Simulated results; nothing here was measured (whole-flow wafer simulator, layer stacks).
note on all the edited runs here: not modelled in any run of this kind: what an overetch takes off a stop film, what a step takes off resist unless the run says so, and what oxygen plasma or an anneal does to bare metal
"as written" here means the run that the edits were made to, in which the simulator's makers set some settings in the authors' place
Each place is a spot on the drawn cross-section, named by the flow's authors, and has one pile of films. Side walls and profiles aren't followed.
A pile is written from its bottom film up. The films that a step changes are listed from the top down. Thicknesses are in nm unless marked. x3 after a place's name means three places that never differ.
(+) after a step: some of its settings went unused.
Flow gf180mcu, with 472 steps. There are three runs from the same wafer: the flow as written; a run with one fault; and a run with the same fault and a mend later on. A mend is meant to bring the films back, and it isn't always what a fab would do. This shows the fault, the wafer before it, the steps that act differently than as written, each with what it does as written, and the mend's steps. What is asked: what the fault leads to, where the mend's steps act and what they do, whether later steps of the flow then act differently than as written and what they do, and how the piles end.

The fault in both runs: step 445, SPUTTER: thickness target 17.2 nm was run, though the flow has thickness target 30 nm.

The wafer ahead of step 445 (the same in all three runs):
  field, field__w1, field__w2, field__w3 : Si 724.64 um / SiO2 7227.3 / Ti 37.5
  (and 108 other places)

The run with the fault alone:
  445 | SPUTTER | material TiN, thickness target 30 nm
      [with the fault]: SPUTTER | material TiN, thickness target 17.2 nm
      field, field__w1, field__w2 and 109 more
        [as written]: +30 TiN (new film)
        [with the fault]: +17.2 TiN (new film)
  Steps later in the flow that act otherwise than as written (4 other steps are not shown; they differ only slightly, by no more than 2% or 0.5 nm, whichever is larger):
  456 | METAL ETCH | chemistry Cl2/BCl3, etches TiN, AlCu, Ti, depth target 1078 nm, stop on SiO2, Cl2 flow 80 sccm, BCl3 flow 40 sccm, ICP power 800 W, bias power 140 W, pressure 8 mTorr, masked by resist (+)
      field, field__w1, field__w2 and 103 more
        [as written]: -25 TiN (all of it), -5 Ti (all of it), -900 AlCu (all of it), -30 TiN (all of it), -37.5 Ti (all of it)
        [with the fault]: -25 TiN (all of it), -5 Ti (all of it), -900 AlCu (all of it), -17.2 TiN (all of it), -37.5 Ti (all of it)
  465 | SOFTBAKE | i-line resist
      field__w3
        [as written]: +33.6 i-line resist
        [with the fault]: +32.9 i-line resist
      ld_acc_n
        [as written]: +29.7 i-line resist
        [with the fault]: +29.1 i-line resist
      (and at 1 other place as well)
  At field__w8, contact, m1, m1__w1, pad, m1_nw, the piles at the end differ from the flow's by more than 2% or 0.5 nm, whichever is larger.
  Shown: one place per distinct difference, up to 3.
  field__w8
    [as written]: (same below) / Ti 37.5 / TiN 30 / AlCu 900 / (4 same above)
    [with the fault]: (same below) / Ti 37.5 / TiN 17.2 / AlCu 900 / (4 same above)
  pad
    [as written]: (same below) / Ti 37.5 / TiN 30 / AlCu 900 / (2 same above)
    [with the fault]: (same below) / Ti 37.5 / TiN 17.2 / AlCu 900 / (2 same above)

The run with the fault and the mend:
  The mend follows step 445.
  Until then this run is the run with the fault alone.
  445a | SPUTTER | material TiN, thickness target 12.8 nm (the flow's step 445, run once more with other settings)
      field, field__w1, field__w2 and 109 more
        +12.8 TiN
  None of the later steps of the flow acts differently than as written at any place that is followed.
  By the end, the piles equal the flow's at every place that both follow.
